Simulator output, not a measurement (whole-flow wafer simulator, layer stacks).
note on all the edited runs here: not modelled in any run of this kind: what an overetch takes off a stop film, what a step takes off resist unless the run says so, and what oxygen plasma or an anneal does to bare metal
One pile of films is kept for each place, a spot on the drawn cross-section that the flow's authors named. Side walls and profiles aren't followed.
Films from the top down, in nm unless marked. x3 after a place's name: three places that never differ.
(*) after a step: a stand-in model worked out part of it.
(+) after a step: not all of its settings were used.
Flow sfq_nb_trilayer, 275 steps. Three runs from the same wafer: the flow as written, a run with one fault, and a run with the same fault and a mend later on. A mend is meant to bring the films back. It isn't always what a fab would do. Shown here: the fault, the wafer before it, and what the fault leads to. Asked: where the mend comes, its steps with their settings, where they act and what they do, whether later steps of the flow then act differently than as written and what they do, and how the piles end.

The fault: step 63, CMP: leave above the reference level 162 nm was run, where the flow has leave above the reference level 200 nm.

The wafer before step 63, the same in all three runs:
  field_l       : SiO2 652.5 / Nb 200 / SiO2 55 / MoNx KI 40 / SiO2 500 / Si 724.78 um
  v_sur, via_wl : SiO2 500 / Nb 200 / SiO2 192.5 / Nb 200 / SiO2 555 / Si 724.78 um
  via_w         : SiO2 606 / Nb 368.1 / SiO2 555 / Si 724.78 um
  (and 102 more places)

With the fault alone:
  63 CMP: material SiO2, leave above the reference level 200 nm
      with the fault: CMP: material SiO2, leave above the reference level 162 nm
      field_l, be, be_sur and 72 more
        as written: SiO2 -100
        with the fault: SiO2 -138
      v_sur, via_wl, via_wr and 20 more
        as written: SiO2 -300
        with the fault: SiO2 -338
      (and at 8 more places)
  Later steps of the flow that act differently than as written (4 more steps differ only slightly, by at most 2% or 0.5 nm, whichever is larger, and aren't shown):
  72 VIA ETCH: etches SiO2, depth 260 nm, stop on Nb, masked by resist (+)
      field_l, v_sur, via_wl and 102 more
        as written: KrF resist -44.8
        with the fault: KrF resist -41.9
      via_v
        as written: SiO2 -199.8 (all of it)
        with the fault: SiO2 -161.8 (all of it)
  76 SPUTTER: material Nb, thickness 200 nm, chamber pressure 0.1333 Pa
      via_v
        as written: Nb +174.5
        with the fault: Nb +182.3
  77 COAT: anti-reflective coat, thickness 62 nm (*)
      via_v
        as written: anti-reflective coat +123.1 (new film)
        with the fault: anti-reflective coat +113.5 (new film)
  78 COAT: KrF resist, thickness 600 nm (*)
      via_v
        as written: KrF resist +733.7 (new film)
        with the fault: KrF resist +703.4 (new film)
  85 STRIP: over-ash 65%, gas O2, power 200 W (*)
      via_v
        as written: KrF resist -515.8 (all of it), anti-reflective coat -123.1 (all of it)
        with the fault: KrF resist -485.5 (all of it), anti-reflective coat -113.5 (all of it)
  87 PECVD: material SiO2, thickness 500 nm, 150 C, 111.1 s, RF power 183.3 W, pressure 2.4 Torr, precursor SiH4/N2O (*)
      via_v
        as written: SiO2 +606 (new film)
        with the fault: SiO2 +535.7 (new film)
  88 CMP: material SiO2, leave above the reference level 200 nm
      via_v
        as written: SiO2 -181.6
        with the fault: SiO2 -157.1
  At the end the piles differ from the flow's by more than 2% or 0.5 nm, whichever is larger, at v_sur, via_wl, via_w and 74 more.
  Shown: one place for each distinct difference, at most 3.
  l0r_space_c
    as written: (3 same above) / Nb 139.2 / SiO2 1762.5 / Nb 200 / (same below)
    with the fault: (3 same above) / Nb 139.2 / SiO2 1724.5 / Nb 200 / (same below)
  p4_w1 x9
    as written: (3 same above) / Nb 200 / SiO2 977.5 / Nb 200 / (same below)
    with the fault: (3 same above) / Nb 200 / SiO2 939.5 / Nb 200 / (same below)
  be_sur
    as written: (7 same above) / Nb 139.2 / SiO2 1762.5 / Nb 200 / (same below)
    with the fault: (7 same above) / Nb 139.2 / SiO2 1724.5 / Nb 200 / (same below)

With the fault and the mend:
  The mend comes after step 64.
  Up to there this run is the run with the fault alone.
  64a PECVD: material SiO2, thickness 38 nm, 150 C, 8.444 s, RF power 183.3 W, pressure 2.4 Torr, precursor SiH4/N2O (the flow's step 62 once more, with other settings)
      field_l, v_sur, via_wl and 103 more
        SiO2 +38
  No later step of the flow acts differently than as written, at any place that is followed, by more than 2% or 0.5 nm, whichever is larger.
  At the end the piles are the same as the flow's at every place that both follow.
